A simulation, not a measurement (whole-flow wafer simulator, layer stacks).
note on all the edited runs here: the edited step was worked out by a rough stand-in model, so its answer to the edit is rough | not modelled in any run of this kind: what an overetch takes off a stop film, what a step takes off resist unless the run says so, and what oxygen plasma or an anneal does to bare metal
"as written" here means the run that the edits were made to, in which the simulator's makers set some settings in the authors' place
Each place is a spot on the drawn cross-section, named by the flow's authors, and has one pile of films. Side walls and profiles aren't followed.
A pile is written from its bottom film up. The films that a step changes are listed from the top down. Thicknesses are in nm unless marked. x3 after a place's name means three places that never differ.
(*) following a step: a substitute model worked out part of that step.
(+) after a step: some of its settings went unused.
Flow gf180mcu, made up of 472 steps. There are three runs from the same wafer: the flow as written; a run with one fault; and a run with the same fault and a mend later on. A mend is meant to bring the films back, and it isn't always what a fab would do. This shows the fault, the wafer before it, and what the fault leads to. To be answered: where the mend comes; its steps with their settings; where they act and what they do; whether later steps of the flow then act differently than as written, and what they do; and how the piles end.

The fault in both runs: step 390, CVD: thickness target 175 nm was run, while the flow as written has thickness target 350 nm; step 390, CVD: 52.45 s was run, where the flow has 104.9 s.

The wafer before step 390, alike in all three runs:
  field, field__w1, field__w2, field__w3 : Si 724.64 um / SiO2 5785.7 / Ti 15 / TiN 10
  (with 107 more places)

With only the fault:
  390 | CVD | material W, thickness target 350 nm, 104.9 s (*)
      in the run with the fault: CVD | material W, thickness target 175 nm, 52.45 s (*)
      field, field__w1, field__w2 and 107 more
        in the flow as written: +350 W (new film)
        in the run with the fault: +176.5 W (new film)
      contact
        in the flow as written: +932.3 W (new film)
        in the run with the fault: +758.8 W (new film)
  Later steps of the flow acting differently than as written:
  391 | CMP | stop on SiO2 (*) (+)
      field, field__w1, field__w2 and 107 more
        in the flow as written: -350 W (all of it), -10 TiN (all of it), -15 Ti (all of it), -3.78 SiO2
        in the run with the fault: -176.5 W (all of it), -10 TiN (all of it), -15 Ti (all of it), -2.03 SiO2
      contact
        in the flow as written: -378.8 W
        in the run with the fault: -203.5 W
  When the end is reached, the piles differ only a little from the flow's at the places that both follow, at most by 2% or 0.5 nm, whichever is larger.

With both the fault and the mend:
  The mend stands after step 390.
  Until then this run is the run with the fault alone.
  390a | CVD | material W, thickness target 175 nm, 52.45 s (the flow's step 390, run once more with other settings)
      field, field__w1, field__w2 and 108 more
        +176.5 W
  Every later step of the flow that is run acts as written, at every place that is followed, to within 2% or 0.5 nm, whichever is larger.
  When the end is reached, the piles differ only a little from the flow's at the places that both follow, at most by 2% or 0.5 nm, whichever is larger.
